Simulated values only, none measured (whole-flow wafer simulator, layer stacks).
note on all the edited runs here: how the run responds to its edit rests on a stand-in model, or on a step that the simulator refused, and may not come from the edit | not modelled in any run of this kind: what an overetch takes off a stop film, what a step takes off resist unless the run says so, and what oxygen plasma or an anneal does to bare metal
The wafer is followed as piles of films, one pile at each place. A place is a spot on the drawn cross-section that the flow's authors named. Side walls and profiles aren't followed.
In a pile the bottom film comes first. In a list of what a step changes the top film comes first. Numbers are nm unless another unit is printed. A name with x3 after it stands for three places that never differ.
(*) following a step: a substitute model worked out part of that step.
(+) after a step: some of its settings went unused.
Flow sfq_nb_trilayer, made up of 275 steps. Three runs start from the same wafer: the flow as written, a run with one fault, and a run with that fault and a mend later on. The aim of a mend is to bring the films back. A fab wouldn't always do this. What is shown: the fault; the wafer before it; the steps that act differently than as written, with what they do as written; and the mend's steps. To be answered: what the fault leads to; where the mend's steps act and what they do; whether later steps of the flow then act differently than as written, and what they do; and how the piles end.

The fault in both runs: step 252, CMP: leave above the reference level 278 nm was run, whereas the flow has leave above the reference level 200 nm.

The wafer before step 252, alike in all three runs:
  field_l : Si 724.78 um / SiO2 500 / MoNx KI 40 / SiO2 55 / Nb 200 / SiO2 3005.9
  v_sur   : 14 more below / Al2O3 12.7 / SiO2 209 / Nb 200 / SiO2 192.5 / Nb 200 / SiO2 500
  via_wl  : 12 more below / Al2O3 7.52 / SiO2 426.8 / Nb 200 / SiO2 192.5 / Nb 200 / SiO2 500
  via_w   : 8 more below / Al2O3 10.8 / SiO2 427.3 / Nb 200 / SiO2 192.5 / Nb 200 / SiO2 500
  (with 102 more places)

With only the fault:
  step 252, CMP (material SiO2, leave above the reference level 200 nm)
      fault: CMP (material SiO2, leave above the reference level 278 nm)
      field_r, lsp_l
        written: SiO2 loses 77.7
        fault: nothing
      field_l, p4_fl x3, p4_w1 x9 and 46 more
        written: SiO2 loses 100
        fault: SiO2 loses 22
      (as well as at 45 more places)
  Steps later in the flow that act otherwise than as written (7 other steps are not shown; they differ only slightly, by no more than 2% or 0.5 nm, whichever is larger):
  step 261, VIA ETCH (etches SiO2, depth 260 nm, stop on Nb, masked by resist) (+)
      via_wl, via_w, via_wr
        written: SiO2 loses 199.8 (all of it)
        fault: SiO2 loses 260
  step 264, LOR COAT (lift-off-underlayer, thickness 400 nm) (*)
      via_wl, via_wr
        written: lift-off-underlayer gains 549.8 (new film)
        fault: lift-off-underlayer gains 594.8 (new film)
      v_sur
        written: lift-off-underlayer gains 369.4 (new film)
        fault: lift-off-underlayer gains 360.2 (new film)
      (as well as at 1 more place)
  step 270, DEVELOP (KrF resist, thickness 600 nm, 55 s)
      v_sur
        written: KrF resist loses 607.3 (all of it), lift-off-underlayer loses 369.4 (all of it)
        fault: KrF resist loses 609.9 (all of it), lift-off-underlayer loses 360.2 (all of it)
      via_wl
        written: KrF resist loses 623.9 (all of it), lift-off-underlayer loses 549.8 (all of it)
        fault: KrF resist loses 631.4 (all of it), lift-off-underlayer loses 594.8 (all of it)
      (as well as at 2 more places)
  At field_l, v_sur, via_wl and 103 more, the piles at the end differ from the flow's by more than 2% or 0.5 nm, whichever is larger.
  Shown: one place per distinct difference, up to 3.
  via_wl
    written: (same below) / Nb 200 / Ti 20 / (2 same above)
    fault: (same below) / Nb 200 / SiO2 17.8 / Ti 20 / (2 same above)
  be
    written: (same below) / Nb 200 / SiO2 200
    fault: (same below) / Nb 200 / SiO2 278
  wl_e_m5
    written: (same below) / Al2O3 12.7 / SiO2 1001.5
    fault: (same below) / Al2O3 12.7 / SiO2 1079.5

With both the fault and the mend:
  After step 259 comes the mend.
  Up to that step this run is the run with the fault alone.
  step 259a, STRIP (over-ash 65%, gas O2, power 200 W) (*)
      field_l, v_sur, via_sp and 98 more
        KrF resist loses 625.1 (all of it), anti-reflective coat loses 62 (all of it)
      via_wl, via_w, via_wr
        anti-reflective coat loses 62 (all of it)
      field_r
        KrF resist loses 625.2 (all of it), anti-reflective coat loses 62.1 (all of it)
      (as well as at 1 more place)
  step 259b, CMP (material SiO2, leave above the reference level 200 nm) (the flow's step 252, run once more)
      field_l, v_sur, via_wl and 101 more
        SiO2 loses 78
      field_r, lsp_l
        SiO2 loses 77.7
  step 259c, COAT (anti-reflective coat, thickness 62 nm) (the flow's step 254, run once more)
      field_l, v_sur, via_wl and 103 more
        anti-reflective coat gains 62 (new film)
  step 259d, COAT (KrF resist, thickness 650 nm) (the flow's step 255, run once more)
      field_l, v_sur, via_wl and 103 more
        KrF resist gains 650 (new film)
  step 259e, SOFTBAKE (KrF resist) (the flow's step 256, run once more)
      alters no film at any place that is followed
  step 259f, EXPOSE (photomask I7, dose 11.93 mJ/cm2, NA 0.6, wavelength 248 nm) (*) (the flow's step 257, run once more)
      alters no film at any place that is followed
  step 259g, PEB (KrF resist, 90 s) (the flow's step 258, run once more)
      field_l, v_sur, via_wl and 103 more
        KrF resist loses 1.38
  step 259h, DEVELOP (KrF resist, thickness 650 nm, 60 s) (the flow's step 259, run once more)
      field_l, v_sur, via_sp and 100 more
        KrF resist loses 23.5
      via_wl, via_w, via_wr
        KrF resist loses 648.6 (all of it)
  Every later step of the flow that is run acts as written at every place that is followed.
  The piles end the same as the flow's at every place that both follow.
